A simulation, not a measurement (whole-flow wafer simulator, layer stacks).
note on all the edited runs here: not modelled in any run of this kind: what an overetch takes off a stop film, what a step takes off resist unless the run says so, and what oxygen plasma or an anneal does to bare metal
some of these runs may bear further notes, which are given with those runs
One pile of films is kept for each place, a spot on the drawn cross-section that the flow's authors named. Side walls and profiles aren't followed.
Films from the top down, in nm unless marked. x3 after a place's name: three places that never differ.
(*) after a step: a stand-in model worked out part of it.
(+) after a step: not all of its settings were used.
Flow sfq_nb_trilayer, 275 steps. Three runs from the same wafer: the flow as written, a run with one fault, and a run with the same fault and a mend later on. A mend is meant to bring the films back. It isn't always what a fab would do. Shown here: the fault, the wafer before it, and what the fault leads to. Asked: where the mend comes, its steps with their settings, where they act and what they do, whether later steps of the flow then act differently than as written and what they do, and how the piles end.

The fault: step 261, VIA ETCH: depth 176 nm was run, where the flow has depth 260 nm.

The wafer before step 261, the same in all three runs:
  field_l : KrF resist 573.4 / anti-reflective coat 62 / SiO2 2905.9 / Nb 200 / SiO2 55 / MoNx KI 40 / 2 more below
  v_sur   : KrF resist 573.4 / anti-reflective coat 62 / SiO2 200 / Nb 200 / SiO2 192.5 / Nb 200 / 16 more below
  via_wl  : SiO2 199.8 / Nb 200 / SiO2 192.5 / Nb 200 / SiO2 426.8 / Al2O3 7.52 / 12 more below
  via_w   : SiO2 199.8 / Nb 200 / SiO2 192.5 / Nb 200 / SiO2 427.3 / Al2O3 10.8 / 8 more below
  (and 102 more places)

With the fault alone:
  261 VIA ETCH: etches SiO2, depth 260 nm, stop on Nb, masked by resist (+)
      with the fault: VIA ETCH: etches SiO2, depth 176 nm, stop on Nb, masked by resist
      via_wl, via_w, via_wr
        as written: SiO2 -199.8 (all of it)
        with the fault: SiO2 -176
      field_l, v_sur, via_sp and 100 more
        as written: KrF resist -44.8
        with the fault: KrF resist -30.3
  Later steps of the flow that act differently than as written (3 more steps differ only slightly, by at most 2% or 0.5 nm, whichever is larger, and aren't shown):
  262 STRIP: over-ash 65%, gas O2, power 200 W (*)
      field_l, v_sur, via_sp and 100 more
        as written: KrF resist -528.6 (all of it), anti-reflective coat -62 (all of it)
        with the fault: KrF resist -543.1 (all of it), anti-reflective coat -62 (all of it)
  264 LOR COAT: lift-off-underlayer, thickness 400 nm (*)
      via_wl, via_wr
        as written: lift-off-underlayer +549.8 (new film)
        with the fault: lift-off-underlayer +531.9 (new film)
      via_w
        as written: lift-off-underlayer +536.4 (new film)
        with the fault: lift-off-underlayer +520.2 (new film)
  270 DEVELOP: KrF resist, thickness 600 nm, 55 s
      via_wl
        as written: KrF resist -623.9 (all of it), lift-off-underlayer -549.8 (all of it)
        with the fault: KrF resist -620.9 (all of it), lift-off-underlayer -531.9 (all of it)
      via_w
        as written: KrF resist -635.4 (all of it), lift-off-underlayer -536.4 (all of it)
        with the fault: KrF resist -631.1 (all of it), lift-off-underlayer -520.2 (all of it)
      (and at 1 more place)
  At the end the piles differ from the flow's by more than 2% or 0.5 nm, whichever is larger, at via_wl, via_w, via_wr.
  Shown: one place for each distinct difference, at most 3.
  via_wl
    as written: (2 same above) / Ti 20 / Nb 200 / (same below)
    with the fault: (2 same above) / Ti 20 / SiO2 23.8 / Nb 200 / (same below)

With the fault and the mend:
  The mend comes after step 261.
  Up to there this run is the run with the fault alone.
  261a VIA ETCH: etches SiO2, depth 84 nm, stop on Nb, masked by resist (+) (the flow's step 261 once more, with other settings)
      field_l, v_sur, via_sp and 100 more
        KrF resist -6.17
      via_wl, via_w, via_wr
        SiO2 -23.8 (all of it)
  No later step of the flow acts differently than as written, at any place that is followed, by more than 2% or 0.5 nm, whichever is larger.
  At the end the piles are the same as the flow's at every place that both follow.
